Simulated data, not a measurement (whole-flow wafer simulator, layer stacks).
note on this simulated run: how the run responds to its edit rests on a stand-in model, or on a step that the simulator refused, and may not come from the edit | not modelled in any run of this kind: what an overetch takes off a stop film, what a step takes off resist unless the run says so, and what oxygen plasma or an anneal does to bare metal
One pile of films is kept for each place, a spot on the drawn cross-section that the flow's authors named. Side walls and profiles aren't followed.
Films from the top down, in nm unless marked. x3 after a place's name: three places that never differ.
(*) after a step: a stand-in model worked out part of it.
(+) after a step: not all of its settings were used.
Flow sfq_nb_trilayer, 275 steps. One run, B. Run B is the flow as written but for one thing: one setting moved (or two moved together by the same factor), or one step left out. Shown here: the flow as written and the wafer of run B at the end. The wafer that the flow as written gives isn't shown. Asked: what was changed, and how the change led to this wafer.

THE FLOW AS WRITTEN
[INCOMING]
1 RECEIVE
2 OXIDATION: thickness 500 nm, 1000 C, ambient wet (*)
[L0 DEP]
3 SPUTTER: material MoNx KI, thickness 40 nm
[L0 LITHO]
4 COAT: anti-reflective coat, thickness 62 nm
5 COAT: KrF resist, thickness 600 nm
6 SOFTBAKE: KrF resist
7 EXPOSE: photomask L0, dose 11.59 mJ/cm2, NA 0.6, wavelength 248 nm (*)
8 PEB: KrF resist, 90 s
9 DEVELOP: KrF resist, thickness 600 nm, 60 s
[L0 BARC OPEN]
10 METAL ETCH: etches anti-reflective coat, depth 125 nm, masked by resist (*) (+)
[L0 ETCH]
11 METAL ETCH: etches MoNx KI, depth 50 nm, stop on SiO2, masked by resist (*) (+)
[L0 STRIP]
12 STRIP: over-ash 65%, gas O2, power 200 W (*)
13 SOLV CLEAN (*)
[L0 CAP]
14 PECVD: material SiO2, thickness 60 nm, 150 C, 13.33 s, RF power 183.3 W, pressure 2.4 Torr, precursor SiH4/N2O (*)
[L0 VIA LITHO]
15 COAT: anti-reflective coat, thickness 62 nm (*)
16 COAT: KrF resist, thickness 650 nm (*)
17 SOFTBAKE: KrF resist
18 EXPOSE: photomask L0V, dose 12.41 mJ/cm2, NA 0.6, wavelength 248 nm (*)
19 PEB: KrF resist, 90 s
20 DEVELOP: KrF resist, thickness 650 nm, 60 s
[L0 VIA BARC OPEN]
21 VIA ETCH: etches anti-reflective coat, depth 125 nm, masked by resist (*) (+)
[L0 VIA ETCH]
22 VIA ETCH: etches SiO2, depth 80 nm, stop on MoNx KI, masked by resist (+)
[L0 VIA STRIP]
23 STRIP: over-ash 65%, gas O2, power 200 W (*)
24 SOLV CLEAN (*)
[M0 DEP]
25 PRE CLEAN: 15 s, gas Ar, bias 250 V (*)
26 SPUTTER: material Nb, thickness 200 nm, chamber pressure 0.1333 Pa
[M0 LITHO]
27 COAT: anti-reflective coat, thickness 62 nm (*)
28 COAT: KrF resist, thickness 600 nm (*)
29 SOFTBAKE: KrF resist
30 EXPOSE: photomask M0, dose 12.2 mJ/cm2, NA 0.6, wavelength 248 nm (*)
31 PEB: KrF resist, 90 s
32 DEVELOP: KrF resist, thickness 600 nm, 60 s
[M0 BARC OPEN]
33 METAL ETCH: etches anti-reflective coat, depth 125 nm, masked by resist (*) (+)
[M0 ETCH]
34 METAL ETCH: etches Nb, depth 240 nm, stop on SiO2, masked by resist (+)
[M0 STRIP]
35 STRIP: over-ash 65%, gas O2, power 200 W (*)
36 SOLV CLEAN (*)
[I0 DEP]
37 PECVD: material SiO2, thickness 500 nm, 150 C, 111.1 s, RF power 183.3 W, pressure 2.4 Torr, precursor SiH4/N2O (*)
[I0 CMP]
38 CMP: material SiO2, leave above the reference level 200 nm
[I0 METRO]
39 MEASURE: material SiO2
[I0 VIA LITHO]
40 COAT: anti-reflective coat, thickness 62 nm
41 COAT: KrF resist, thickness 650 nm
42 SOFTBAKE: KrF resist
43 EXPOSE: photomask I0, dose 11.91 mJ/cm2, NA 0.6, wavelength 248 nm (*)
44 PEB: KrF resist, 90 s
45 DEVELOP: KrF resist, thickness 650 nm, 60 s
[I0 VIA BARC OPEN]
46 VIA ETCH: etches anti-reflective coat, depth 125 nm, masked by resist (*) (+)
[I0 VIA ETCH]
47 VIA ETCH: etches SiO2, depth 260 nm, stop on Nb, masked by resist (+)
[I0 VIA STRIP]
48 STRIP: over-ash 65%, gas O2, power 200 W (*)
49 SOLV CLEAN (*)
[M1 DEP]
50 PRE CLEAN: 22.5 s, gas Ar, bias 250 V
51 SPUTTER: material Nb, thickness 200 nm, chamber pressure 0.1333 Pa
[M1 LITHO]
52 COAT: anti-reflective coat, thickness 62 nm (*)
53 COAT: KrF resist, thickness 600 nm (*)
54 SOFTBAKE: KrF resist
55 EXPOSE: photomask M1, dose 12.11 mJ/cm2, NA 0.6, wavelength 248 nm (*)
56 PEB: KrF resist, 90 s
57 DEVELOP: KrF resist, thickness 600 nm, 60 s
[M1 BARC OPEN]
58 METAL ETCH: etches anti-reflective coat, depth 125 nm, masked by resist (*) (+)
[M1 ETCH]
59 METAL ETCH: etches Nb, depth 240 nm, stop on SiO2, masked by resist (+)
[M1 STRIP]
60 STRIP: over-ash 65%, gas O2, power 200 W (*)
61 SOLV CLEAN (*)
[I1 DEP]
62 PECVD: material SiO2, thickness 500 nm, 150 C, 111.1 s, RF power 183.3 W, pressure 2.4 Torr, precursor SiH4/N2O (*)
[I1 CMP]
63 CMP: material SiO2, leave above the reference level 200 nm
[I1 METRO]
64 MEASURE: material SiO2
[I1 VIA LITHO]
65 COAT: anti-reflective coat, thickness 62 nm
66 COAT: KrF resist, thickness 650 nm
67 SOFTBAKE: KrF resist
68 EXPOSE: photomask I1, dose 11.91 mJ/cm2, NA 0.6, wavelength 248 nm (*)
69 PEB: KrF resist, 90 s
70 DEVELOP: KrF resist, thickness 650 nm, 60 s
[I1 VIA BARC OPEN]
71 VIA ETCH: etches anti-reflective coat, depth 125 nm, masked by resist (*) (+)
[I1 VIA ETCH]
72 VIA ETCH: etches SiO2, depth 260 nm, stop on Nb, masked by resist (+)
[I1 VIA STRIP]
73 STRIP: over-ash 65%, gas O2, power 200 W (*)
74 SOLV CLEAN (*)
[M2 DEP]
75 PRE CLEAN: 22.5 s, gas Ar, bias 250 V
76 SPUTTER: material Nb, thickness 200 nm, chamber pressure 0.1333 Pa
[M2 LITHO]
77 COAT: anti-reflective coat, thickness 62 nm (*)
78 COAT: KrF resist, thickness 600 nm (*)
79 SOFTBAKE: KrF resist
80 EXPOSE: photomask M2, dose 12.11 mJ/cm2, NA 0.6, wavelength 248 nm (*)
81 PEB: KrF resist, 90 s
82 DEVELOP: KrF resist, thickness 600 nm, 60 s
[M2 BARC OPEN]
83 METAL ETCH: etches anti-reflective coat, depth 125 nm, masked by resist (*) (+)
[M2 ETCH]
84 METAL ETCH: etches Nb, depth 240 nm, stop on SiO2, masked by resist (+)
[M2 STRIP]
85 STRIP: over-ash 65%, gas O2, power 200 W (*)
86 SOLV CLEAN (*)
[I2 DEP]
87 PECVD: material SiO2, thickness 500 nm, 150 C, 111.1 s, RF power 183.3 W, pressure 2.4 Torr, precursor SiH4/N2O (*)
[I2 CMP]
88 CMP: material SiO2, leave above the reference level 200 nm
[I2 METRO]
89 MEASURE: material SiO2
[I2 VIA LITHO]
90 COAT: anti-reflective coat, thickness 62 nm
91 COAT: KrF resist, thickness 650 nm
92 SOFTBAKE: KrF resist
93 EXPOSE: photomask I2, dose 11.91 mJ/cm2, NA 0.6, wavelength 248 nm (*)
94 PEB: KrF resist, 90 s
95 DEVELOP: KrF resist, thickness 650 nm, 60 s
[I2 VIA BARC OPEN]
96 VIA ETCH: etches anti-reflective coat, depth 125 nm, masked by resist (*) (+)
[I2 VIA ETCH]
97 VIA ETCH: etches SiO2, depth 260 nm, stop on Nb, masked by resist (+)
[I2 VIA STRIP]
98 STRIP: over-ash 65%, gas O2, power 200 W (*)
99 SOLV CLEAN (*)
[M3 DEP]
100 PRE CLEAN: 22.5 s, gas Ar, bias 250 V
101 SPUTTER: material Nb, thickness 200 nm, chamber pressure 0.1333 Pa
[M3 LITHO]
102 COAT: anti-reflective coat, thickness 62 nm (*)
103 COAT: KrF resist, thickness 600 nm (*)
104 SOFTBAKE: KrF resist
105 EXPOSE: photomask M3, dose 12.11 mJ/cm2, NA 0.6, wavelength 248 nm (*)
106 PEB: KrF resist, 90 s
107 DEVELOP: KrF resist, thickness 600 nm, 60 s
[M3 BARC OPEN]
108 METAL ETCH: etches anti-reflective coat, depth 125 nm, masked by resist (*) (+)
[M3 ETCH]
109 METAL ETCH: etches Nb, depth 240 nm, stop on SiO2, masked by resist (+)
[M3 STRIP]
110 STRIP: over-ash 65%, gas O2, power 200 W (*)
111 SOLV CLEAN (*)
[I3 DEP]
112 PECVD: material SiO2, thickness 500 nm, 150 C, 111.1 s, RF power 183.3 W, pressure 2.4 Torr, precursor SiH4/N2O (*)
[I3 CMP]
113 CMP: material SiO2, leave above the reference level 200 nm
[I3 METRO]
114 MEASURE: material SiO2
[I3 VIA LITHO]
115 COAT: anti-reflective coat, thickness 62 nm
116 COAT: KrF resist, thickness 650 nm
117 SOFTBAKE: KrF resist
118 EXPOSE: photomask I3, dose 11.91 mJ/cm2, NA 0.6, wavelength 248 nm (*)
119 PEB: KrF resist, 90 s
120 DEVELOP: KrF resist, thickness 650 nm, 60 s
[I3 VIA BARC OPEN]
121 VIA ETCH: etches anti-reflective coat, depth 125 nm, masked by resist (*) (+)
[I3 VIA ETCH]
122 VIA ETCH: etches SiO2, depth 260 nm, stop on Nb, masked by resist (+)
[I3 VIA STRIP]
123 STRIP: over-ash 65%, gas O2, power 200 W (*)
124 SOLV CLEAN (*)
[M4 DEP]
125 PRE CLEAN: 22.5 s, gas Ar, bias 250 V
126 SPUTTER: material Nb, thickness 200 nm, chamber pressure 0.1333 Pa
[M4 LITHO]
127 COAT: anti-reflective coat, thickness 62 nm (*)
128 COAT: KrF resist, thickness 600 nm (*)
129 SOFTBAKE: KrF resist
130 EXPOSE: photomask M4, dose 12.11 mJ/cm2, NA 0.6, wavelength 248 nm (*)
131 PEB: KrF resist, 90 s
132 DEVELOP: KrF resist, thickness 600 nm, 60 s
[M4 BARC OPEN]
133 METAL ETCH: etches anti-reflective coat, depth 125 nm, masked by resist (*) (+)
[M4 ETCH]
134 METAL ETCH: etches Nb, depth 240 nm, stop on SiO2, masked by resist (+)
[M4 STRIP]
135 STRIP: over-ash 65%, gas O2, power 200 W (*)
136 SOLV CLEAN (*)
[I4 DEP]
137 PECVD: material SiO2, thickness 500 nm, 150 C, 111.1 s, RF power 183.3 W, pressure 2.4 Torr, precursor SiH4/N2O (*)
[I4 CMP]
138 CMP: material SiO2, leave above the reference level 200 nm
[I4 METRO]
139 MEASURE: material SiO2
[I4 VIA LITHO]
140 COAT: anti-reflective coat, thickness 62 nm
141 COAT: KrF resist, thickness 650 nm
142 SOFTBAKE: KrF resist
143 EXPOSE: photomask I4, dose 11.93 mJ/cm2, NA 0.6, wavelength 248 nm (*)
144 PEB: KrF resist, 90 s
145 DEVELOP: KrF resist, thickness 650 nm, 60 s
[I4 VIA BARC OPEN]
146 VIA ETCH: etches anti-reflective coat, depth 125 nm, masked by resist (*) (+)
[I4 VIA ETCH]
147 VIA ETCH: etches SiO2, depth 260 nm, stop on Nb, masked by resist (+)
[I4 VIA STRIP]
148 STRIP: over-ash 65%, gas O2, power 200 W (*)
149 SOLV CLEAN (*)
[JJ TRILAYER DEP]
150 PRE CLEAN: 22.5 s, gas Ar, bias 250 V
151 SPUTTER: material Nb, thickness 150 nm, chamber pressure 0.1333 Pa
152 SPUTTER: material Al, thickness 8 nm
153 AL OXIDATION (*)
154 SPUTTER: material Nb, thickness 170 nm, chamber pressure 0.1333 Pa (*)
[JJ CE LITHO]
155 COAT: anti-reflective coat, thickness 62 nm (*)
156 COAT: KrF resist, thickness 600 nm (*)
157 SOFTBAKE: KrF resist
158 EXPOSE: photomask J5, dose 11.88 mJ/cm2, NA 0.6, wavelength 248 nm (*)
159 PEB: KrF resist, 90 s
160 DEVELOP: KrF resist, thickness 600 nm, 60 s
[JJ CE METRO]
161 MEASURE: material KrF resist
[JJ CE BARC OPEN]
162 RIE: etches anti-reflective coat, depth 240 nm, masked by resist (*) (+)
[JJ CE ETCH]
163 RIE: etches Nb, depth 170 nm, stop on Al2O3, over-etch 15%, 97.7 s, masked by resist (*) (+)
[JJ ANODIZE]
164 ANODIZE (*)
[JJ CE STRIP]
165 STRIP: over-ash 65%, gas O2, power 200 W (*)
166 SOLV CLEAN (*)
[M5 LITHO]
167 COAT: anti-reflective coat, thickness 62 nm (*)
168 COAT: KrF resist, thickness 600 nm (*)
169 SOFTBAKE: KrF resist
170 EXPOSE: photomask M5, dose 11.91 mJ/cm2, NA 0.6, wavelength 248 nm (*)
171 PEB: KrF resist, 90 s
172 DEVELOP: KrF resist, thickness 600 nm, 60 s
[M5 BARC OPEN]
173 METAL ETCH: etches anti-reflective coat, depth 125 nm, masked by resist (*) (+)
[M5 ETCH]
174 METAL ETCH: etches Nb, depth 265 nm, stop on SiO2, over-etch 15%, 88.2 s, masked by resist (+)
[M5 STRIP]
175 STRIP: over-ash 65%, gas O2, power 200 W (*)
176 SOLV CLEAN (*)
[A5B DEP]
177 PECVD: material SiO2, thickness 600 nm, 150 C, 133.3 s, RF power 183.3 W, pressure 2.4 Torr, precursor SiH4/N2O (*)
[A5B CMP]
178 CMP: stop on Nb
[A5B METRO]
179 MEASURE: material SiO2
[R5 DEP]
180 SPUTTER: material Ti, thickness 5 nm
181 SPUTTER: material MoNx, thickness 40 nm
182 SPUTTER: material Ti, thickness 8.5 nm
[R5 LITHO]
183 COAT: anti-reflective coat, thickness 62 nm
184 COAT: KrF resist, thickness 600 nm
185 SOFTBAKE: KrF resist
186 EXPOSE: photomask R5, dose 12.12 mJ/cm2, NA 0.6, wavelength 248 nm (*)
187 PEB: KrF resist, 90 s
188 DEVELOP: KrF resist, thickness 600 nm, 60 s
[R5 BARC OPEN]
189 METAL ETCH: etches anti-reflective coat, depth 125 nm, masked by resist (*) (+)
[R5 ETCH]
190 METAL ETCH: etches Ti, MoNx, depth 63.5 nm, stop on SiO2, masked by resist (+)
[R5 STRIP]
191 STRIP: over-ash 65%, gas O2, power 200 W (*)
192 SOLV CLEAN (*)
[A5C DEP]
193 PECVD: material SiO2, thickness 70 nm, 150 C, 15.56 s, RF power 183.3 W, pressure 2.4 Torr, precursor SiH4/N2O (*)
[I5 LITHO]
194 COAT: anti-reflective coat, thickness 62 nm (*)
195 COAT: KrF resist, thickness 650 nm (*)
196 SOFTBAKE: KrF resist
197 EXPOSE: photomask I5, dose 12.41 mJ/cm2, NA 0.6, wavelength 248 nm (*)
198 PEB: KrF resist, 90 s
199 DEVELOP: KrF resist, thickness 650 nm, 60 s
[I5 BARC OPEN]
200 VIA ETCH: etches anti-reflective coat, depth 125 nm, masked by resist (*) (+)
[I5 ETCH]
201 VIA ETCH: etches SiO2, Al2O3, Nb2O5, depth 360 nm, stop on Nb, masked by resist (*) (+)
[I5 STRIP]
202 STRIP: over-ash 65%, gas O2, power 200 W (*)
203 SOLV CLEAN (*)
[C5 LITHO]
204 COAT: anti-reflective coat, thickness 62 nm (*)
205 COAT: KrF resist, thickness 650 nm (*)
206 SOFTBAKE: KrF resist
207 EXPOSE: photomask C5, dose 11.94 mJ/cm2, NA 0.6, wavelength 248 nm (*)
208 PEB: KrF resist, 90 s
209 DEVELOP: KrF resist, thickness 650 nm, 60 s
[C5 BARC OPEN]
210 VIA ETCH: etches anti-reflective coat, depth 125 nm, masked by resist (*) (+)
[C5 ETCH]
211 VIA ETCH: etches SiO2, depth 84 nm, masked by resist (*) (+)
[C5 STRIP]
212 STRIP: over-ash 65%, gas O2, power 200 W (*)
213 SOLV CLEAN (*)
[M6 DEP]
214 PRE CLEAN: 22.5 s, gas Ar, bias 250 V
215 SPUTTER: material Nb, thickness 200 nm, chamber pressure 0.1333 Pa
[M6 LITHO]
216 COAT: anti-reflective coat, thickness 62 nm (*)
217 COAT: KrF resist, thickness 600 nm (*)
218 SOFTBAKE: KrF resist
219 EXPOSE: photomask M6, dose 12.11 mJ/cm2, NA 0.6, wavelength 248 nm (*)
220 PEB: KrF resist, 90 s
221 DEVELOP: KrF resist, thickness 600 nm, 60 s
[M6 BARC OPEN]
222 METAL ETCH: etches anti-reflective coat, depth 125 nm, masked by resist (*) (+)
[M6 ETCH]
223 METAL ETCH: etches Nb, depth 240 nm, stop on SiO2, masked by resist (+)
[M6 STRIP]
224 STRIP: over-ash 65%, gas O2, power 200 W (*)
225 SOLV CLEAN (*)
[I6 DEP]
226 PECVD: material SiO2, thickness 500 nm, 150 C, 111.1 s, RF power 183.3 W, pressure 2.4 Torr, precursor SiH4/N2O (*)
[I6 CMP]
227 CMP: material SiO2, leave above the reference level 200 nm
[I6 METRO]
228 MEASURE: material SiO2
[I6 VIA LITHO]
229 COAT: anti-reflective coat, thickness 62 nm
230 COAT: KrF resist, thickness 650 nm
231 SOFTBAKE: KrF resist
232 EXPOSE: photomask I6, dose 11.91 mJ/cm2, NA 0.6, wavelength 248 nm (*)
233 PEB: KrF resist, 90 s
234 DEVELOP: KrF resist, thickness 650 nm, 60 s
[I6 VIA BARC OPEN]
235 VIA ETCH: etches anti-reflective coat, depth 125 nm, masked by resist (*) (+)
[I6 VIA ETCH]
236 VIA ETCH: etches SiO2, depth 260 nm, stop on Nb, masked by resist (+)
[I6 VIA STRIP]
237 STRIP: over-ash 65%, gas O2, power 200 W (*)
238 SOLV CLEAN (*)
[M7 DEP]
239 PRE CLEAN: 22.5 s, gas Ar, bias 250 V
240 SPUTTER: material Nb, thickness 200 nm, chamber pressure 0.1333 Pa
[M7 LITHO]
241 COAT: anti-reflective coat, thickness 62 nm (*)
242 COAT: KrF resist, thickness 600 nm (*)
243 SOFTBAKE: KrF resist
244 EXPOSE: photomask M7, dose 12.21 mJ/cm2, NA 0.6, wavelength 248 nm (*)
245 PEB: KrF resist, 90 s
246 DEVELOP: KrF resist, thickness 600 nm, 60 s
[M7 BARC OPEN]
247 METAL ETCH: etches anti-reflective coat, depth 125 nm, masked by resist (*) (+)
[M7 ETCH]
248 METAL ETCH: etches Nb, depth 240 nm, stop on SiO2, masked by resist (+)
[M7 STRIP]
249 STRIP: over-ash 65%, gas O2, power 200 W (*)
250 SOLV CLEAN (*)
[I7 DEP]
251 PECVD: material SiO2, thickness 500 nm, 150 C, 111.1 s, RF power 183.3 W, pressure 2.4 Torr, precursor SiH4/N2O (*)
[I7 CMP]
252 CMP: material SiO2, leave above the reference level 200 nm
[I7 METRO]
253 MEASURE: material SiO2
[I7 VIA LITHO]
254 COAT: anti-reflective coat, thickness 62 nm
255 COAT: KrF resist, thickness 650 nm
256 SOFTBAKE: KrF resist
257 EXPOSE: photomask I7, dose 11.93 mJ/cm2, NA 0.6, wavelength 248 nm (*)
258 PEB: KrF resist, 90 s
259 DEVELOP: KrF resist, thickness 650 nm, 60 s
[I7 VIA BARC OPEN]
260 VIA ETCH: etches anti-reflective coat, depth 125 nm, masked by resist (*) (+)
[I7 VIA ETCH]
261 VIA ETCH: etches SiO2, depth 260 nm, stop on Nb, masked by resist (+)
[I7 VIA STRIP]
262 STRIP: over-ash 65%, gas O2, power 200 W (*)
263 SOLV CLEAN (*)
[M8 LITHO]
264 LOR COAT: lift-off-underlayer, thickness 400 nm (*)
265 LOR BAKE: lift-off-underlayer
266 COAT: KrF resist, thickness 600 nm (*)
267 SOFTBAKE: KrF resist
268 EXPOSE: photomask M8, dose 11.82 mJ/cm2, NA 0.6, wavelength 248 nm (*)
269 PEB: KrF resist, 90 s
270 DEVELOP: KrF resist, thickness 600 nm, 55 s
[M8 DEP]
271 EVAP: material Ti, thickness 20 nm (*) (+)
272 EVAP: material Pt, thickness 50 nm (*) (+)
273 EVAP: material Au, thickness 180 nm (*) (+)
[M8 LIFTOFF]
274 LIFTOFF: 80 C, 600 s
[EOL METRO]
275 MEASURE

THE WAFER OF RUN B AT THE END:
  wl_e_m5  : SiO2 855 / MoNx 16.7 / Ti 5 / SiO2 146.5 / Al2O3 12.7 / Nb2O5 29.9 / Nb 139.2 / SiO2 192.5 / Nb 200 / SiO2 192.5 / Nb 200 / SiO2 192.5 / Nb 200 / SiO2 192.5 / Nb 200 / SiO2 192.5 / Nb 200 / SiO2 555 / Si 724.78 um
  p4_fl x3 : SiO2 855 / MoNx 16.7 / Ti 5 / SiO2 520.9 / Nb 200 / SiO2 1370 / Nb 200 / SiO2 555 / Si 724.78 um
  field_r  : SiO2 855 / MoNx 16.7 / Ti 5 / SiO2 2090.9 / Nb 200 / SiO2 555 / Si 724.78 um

The cause: step 190, METAL ETCH: depth 31.8 nm was run, where the flow has depth 63.5 nm.

How the change led to this, step by step:
  190 METAL ETCH: etches Ti, MoNx, depth 63.5 nm, stop on SiO2, masked by resist (+)
      field_l, v_sur, via_wl and 92 more: Ti -8.5 (all of it), MoNx -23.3 (as written it would be: Ti -8.5 (all of it), MoNx -40 (all of it), Ti -5 (all of it))
      ce_l, c5j, ce_r, wl_jj: Ti -8.5 (all of it), MoNx -23.3 (as written it would be: Ti -8.5 (all of it), MoNx -40 (all of it), Ti -5 (all of it), Nb -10)
      (and at 7 more places)
  191 STRIP: over-ash 65%, gas O2, power 200 W (*)
      be_r, r_sur, res, r_end, r5r_line_l, r5r_line_c, r5r_line_r: KrF resist -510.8 (all of it), anti-reflective coat -62 (all of it) (as written it would be: KrF resist -498.2 (all of it), anti-reflective coat -62 (all of it))
  193 PECVD: material SiO2, thickness 70 nm, 150 C, 15.56 s, RF power 183.3 W, pressure 2.4 Torr, precursor SiH4/N2O (*)
      field_l, v_sur, via_wl and 92 more: SiO2 +70 (new film) (as written it would be: SiO2 +70)
  194 COAT: anti-reflective coat, thickness 62 nm (*)
      wl_j_sl, wl_j_sr: anti-reflective coat +62 (new film) (as written it would be: anti-reflective coat +60.2 (new film))
      r5r_spacepad_l, r5r_spacepad_r: anti-reflective coat +75.1 (new film) (as written it would be: anti-reflective coat +84.4 (new film))
      (and at 15 more places)
  201 VIA ETCH: etches SiO2, Al2O3, Nb2O5, depth 360 nm, stop on Nb, masked by resist (*) (+)
      be: SiO2 -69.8 (all of it), MoNx -16.7 (all of it), Ti -5 (all of it), SiO2 -146.5 (all of it), Al2O3 -12.7 (all of it), Nb2O5 -29.9 (all of it) (as written it would be: SiO2 -216.4 (all of it), Al2O3 -12.7 (all of it), Nb2O5 -29.9 (all of it))
  202 STRIP: over-ash 65%, gas O2, power 200 W (*)
      wl_j_sl, wl_j_sr: KrF resist -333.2 (all of it), anti-reflective coat -62 (all of it) (as written it would be: KrF resist -333.3 (all of it), anti-reflective coat -60.2 (all of it))
      r5r_spacepad_l, r5r_spacepad_r: KrF resist -334.7 (all of it), anti-reflective coat -75.1 (all of it) (as written it would be: KrF resist -335.6 (all of it), anti-reflective coat -84.4 (all of it))
      (and at 15 more places)
  204 COAT: anti-reflective coat, thickness 62 nm (*)
      wl_j_sl, wl_j_sr: anti-reflective coat +62 (new film) (as written it would be: anti-reflective coat +60.2 (new film))
      r5r_spacepad_l, r5r_spacepad_r: anti-reflective coat +75.1 (new film) (as written it would be: anti-reflective coat +84.4 (new film))
      (and at 17 more places)
  210 VIA ETCH: etches anti-reflective coat, depth 125 nm, masked by resist (*) (+)
      field_l, v_sur, via_wl and 101 more: KrF resist -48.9 (as written it would be: KrF resist -47.4)
      c5j: anti-reflective coat -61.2 (all of it), SiO2 -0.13 (as written it would be: anti-reflective coat -63.9 (all of it), SiO2 -0.11)
      (and at 1 more place)
  211 VIA ETCH: etches SiO2, depth 84 nm, masked by resist (*) (+)
      c5j: SiO2 -69.9 (all of it) (as written it would be: SiO2 -69.9 (all of it), Nb -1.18)
  212 STRIP: over-ash 65%, gas O2, power 200 W (*)
      wl_j_sl, wl_j_sr: KrF resist -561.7 (all of it), anti-reflective coat -62 (all of it) (as written it would be: KrF resist -563.4 (all of it), anti-reflective coat -60.2 (all of it))
      r5r_spacepad_l, r5r_spacepad_r: KrF resist -563.2 (all of it), anti-reflective coat -75.1 (all of it) (as written it would be: KrF resist -565.8 (all of it), anti-reflective coat -84.4 (all of it))
      (and at 15 more places)
  214 PRE CLEAN: 22.5 s, gas Ar, bias 250 V
      c5j: MoNx -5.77 (as written it would be: Nb -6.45)
  215 SPUTTER: material Nb, thickness 200 nm, chamber pressure 0.1333 Pa
      c5j: Nb +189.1 (new film) (as written it would be: Nb +188.4)
      be: Nb +142.5 (as written it would be: Nb +147.3)
  216 COAT: anti-reflective coat, thickness 62 nm (*)
      r5r_line_l, r5r_line_c, r5r_line_r: anti-reflective coat +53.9 (new film) (as written it would be: anti-reflective coat +50 (new film))
      wl_j_sl, wl_j_sr: anti-reflective coat +62 (new film) (as written it would be: anti-reflective coat +60.2 (new film))
      (and at 16 more places)
  217 COAT: KrF resist, thickness 600 nm (*)
      be: KrF resist +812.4 (new film) (as written it would be: KrF resist +793.9 (new film))
  222 METAL ETCH: etches anti-reflective coat, depth 125 nm, masked by resist (*) (+)
      r5r_line_l, r5r_line_c, r5r_line_r: anti-reflective coat -53.9 (all of it) (as written it would be: anti-reflective coat -50 (all of it))
      r5r_spacepad_l, r5r_spacepad_r: anti-reflective coat -75.5 (all of it) (as written it would be: anti-reflective coat -85.7 (all of it))
      (and at 2 more places)
  224 STRIP: over-ash 65%, gas O2, power 200 W (*)
      wl_j_sl, wl_j_sr: KrF resist -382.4 (all of it), anti-reflective coat -62 (all of it) (as written it would be: KrF resist -382.5 (all of it), anti-reflective coat -60.2 (all of it))
      wire: KrF resist -368 (all of it), anti-reflective coat -47.3 (all of it) (as written it would be: KrF resist -369.8 (all of it), anti-reflective coat -48.3 (all of it))
      (and at 11 more places)
  ... 1 more step ...
  227 CMP: material SiO2, leave above the reference level 200 nm
      ce_l, ce_r, wl_jj: SiO2 -300 (as written it would be: SiO2 -290)
      be_r, r_sur, r_end: SiO2 -331.8 (as written it would be: SiO2 -353.5)
      (and at 7 more places)
Counting metal films that touch as one body, wl_e_m5 has 7 bodies (between them, from the top down: SiO2 146.5 / Al2O3 12.7 / Nb2O5 29.9; SiO2 192.5; SiO2 192.5; SiO2 192.5; SiO2 192.5; SiO2 192.5); the flow as written gives 6 bodies (between them, from the top down: SiO2 192.5; SiO2 192.5; SiO2 192.5; SiO2 192.5; SiO2 192.5).
Counting metal films that touch as one body, p4_fl x3 has 3 bodies (between them, from the top down: SiO2 520.9; SiO2 1370); the flow as written gives 2 bodies (between them, from the top down: SiO2 1370).
Counting metal films that touch as one body, field_r has 2 bodies (between them, from the top down: SiO2 2090.9); the flow as written gives 1 body.
